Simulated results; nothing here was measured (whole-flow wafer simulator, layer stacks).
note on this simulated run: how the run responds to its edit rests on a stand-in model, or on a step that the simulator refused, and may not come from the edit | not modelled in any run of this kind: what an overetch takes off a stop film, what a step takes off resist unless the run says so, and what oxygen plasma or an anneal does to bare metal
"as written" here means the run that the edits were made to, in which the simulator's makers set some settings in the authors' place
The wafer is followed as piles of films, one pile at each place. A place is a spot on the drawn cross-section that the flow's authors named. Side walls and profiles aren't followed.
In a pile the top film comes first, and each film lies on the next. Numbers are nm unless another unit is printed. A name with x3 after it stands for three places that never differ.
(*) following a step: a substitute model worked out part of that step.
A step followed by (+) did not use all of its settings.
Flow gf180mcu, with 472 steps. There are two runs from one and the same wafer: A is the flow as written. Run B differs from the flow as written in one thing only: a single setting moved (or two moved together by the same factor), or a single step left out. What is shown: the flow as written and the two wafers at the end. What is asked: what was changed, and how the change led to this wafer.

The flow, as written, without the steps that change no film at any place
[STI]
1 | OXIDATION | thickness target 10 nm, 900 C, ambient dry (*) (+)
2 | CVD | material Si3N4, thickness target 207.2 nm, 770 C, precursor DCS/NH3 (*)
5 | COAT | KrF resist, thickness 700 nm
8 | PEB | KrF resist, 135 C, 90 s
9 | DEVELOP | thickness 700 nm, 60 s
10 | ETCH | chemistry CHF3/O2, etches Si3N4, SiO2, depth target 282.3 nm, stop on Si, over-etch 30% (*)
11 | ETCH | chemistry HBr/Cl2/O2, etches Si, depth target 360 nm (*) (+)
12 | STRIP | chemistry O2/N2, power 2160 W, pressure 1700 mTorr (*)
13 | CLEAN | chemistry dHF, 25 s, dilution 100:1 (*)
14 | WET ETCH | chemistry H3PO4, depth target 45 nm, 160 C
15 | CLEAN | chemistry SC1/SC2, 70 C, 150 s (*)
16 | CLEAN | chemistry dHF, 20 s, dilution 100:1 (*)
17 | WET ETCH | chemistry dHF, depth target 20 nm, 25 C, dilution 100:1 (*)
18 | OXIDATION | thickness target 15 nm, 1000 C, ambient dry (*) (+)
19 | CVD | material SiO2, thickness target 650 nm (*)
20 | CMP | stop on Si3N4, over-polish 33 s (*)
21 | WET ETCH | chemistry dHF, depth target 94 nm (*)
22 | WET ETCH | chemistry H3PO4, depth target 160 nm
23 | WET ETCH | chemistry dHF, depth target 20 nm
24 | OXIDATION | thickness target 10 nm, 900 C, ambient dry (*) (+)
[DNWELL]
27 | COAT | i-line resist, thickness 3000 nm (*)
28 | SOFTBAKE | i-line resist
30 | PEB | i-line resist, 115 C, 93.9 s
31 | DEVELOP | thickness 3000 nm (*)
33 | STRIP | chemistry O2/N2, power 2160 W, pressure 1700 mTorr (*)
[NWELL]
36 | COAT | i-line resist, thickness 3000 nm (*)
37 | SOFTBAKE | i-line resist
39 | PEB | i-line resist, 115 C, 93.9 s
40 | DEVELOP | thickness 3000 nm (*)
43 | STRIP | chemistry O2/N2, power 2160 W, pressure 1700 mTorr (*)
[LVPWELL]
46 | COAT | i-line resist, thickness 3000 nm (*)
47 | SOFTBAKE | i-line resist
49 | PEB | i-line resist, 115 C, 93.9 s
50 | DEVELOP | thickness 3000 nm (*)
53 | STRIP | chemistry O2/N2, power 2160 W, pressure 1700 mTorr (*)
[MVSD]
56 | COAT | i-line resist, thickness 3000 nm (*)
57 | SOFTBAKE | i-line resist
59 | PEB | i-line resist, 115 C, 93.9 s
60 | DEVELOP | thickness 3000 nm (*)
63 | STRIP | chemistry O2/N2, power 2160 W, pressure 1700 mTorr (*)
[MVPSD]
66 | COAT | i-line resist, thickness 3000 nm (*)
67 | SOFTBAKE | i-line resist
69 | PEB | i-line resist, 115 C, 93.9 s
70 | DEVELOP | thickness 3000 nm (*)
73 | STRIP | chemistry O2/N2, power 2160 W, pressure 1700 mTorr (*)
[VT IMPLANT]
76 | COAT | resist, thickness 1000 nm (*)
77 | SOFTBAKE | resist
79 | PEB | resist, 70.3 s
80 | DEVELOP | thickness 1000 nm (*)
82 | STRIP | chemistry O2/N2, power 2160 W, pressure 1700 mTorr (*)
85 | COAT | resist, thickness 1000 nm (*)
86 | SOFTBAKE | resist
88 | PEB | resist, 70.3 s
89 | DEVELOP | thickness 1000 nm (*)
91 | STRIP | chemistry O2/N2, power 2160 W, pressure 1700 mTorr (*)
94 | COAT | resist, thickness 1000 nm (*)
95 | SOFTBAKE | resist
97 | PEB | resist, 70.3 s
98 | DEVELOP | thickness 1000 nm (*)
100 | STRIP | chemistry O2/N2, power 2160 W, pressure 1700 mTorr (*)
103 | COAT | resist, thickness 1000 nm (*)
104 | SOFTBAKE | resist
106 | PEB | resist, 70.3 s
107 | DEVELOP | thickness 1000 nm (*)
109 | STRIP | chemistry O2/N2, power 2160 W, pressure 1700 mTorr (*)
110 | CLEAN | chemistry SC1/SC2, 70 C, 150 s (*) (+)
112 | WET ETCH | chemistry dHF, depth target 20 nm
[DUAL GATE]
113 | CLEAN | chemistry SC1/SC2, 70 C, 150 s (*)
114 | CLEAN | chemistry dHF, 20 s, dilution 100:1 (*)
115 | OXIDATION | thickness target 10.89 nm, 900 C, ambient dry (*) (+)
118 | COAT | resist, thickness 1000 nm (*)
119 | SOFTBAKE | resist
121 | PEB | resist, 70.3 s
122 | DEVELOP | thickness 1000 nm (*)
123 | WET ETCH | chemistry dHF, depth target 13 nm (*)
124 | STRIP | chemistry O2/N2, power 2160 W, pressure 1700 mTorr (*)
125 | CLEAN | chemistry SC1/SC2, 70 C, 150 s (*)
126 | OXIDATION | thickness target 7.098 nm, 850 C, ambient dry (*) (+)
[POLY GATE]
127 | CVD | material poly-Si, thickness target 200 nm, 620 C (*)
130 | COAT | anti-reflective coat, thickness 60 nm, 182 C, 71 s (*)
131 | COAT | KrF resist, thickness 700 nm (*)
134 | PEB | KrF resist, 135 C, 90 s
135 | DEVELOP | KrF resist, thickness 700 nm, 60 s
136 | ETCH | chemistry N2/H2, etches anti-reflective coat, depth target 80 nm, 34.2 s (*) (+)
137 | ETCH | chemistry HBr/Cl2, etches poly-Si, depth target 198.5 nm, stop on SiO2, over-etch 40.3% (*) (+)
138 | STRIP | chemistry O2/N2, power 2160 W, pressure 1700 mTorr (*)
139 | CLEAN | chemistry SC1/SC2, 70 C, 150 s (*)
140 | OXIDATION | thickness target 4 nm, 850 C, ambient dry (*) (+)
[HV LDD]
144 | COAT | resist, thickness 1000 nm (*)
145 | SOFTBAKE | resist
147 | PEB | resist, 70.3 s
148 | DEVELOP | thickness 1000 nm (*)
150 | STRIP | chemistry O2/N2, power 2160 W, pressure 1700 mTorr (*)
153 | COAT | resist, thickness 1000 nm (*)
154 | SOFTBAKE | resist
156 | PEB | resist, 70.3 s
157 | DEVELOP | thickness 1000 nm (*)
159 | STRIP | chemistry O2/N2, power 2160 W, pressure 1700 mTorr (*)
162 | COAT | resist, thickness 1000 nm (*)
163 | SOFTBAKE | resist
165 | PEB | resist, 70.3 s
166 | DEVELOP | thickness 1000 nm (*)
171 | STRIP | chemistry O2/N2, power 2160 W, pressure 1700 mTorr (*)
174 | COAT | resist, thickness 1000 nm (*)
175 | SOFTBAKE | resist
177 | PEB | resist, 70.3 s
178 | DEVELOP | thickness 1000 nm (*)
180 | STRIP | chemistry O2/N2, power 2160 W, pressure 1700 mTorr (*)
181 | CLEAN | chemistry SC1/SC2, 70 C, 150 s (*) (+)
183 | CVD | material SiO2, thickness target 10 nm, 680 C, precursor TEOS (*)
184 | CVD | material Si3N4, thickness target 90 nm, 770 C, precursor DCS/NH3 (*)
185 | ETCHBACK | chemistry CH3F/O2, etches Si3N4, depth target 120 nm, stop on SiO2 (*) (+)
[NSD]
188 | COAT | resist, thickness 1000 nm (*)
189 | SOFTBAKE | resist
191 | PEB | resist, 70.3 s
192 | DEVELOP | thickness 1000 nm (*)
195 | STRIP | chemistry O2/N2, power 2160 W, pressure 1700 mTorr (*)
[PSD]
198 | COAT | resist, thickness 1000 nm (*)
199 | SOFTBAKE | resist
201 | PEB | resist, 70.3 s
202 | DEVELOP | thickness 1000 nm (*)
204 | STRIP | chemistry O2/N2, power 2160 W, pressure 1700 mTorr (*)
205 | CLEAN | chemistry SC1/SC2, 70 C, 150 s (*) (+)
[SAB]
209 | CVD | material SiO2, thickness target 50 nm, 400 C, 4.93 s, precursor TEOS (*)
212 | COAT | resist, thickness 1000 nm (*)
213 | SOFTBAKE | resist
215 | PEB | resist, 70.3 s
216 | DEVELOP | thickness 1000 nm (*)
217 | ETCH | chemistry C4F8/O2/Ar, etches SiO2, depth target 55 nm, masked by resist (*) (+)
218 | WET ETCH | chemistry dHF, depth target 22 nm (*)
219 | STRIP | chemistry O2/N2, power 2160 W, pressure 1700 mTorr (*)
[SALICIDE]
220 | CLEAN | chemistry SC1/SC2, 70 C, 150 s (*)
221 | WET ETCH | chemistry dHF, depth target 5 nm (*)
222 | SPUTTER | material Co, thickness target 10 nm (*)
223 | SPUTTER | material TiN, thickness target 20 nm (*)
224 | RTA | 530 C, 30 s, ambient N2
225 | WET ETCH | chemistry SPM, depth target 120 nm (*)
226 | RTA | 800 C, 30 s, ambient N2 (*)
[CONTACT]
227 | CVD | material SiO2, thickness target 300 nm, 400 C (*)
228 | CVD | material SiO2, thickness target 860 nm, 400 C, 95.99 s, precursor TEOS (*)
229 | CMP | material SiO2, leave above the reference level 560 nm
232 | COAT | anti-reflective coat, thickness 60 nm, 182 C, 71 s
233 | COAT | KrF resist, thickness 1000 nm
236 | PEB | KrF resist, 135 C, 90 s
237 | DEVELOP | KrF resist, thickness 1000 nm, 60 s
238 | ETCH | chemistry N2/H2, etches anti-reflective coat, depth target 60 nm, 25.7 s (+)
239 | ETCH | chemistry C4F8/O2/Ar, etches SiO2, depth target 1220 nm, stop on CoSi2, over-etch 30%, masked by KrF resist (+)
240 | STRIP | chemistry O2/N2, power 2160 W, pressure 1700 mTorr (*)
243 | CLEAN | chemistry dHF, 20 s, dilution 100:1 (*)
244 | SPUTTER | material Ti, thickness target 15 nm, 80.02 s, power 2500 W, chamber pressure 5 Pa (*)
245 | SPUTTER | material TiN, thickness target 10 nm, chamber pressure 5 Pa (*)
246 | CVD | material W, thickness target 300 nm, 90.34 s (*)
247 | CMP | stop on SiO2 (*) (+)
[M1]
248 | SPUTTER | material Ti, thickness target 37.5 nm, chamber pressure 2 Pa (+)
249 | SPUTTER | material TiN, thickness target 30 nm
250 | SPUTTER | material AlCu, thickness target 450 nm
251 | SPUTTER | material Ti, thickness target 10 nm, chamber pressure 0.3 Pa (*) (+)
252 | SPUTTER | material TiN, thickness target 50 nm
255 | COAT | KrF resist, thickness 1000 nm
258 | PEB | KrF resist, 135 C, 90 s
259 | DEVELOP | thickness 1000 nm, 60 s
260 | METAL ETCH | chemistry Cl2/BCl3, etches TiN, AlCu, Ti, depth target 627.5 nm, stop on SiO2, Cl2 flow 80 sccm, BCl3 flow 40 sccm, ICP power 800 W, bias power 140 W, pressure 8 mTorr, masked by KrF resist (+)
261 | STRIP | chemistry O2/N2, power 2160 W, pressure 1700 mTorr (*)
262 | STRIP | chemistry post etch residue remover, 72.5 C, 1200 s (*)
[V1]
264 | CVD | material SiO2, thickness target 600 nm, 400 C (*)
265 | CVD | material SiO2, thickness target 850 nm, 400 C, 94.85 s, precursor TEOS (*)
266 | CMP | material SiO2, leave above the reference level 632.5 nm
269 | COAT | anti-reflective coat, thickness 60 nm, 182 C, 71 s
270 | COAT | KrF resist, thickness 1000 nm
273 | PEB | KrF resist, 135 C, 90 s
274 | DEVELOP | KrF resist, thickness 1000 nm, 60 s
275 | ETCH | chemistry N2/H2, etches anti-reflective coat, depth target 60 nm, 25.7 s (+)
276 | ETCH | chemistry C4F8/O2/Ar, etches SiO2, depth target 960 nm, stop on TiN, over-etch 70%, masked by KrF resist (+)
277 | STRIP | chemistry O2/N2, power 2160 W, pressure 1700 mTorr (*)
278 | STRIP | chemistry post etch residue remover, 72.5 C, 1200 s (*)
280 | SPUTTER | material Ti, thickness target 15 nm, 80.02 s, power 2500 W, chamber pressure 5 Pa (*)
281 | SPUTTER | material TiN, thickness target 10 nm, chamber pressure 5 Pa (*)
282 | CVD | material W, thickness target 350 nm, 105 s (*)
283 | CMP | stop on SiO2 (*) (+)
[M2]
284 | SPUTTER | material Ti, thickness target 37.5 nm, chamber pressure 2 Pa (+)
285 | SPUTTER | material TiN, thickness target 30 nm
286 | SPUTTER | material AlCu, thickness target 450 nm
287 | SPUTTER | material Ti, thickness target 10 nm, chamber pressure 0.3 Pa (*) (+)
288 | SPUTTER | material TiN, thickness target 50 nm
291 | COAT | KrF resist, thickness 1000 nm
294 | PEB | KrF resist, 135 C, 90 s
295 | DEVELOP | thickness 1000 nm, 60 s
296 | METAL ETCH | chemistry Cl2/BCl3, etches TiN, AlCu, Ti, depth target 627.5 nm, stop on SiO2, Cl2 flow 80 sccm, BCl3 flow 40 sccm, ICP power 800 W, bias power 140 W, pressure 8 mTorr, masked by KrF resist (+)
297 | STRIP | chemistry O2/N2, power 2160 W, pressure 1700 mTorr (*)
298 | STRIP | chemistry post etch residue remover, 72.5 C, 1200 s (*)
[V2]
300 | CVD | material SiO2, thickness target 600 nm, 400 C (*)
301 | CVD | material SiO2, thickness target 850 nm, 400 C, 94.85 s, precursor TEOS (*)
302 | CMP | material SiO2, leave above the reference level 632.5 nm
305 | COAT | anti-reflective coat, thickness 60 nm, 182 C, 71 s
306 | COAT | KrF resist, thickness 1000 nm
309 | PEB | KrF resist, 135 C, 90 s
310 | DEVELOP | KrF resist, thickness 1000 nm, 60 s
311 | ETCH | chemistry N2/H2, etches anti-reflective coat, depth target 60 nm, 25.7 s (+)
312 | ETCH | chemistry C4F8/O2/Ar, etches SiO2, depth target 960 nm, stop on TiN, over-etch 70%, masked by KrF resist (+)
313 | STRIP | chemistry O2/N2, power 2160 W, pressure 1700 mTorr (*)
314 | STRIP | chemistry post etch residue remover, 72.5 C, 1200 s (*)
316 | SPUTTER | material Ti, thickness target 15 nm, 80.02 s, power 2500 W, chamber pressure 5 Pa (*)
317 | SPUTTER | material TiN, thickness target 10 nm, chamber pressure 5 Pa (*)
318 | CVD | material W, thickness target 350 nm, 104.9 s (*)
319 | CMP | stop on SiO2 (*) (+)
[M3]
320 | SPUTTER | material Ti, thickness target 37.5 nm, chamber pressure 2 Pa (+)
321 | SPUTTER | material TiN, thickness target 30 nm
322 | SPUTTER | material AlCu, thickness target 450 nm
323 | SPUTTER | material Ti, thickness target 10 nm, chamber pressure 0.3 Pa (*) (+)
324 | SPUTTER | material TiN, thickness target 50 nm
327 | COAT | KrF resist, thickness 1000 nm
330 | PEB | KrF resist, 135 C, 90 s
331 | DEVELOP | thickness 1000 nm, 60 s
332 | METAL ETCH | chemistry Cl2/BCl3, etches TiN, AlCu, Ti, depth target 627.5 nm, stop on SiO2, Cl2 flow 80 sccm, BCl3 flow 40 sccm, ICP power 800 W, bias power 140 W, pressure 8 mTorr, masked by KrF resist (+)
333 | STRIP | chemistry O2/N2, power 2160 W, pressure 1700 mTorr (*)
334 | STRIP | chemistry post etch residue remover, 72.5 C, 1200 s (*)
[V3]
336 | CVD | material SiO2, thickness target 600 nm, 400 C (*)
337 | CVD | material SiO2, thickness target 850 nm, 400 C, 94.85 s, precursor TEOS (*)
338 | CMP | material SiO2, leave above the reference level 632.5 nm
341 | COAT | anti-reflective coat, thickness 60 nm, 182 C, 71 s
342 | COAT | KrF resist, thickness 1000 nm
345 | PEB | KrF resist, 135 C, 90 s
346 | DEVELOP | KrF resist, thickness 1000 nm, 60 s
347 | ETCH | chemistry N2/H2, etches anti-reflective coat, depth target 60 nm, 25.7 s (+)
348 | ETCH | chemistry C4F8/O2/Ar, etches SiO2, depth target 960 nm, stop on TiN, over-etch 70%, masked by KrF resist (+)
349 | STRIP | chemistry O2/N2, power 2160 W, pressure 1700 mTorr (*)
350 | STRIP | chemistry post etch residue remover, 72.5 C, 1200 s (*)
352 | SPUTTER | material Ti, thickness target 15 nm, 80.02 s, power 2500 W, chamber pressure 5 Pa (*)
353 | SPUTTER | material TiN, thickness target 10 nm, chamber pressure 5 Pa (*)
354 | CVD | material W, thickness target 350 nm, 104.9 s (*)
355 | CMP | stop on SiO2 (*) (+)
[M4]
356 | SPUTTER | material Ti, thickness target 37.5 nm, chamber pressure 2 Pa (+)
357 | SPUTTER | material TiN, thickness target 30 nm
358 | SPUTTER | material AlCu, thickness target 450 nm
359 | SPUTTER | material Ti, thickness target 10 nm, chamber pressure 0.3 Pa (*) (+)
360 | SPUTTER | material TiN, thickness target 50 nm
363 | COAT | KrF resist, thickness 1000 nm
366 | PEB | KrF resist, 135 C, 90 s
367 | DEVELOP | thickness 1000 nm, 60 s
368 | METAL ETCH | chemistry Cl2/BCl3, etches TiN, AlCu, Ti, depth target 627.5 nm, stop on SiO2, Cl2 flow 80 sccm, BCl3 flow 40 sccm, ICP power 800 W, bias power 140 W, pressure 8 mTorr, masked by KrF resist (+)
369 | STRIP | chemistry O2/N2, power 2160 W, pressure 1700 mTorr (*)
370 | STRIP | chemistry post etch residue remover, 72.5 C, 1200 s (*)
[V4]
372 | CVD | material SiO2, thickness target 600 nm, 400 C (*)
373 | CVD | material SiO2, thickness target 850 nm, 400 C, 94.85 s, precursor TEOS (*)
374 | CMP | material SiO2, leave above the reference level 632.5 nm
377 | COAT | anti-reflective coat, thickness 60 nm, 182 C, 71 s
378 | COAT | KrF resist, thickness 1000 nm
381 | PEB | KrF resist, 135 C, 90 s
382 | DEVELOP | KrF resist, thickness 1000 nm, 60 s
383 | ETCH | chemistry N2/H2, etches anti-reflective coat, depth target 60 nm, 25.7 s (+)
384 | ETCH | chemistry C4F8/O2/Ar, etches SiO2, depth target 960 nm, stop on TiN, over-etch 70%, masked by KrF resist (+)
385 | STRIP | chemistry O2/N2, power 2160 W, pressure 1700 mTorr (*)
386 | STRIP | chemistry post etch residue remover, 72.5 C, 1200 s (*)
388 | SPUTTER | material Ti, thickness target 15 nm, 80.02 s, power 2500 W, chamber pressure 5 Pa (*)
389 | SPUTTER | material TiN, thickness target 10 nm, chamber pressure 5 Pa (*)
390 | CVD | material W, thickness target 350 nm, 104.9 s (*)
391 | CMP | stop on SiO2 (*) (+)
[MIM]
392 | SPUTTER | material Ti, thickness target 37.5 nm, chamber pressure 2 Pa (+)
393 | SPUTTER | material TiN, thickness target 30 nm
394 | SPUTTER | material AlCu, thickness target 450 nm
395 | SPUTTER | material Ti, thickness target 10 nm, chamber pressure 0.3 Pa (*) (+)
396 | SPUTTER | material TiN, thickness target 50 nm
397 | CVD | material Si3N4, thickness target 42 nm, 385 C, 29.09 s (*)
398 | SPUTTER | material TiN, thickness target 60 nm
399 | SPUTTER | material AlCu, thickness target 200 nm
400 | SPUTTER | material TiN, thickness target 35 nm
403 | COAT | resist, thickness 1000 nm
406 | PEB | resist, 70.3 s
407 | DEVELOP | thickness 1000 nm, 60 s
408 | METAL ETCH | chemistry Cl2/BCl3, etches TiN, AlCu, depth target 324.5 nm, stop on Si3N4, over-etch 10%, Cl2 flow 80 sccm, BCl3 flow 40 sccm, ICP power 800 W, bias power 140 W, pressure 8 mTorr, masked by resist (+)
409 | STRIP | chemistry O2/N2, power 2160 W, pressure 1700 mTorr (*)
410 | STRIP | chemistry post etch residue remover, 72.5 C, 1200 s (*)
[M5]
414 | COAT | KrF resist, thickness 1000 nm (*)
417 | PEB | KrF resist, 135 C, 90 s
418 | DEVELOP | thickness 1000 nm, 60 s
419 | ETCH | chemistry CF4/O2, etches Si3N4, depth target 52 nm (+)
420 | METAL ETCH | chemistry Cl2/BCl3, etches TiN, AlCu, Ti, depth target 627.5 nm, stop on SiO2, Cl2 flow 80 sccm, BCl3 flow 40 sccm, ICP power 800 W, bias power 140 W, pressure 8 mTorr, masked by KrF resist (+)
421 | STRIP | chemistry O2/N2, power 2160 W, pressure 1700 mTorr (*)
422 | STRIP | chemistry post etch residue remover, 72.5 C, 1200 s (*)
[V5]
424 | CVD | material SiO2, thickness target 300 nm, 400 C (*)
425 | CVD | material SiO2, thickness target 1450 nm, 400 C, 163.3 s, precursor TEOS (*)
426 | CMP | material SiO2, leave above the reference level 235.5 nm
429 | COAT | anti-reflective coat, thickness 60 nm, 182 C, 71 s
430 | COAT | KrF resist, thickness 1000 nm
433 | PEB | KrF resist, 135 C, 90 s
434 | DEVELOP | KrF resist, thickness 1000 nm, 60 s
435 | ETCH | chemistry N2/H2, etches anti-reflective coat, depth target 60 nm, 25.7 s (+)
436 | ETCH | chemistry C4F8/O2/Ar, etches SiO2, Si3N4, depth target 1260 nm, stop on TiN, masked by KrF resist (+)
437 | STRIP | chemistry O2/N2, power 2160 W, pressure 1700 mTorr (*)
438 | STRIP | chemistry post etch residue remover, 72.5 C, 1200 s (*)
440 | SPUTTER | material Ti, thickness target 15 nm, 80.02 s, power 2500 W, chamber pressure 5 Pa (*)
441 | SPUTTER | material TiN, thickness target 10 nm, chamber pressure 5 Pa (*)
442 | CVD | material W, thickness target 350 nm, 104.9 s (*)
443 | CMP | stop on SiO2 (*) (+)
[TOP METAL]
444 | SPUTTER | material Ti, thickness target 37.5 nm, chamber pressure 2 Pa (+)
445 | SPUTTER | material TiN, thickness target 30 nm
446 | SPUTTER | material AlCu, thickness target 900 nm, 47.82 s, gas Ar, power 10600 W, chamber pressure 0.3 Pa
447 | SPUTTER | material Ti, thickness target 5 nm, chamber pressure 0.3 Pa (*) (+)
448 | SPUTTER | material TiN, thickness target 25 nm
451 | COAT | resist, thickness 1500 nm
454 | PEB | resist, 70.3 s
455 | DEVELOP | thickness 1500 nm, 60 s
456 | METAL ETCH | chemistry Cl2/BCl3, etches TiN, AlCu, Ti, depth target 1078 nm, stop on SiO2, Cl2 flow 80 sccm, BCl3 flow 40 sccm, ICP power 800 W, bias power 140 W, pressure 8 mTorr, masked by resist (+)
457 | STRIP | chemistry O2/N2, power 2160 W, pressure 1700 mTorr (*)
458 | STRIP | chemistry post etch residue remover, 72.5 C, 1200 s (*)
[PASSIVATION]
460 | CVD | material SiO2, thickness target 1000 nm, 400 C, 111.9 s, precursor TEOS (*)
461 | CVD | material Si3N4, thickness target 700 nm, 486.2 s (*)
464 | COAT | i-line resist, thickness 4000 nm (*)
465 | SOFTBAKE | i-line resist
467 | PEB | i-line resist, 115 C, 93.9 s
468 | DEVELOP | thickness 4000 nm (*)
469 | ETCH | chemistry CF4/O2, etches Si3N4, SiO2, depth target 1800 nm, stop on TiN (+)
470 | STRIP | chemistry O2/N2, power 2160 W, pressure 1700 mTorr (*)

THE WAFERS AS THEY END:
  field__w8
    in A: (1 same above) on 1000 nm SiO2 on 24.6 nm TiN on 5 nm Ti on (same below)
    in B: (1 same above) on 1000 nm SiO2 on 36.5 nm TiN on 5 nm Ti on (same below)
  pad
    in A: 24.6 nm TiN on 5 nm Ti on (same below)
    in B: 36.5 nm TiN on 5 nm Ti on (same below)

The reason: step 448, SPUTTER: thickness target 36.9 nm was run, though the flow has thickness target 25 nm.

The path from the change to this, step by step:
  448 | SPUTTER | material TiN, thickness target 25 nm
      field, field__w1, field__w2 and 109 more: A TiN gains 25 (new film) | B TiN gains 36.9 (new film)
  456 | METAL ETCH | chemistry Cl2/BCl3, etches TiN, AlCu, Ti, depth target 1078 nm, stop on SiO2, Cl2 flow 80 sccm, BCl3 flow 40 sccm, ICP power 800 W, bias power 140 W, pressure 8 mTorr, masked by resist (+)
      field, field__w1, field__w2 and 103 more: A TiN loses 25 (all of it), Ti loses 5 (all of it), AlCu loses 900 (all of it), TiN loses 30 (all of it), Ti loses 37.5 (all of it) | B TiN loses 36.9 (all of it), Ti loses 5 (all of it), AlCu loses 900 (all of it), TiN loses 30 (all of it), Ti loses 37.5 (all of it)
  465 | SOFTBAKE | i-line resist
      gate: A i-line resist gains 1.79 | B i-line resist loses 0.28
      ld_acc_p, ld_fp_p, ld_drift_p: A i-line resist gains 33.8 | B i-line resist gains 27.4
      (as well as at 56 more places)
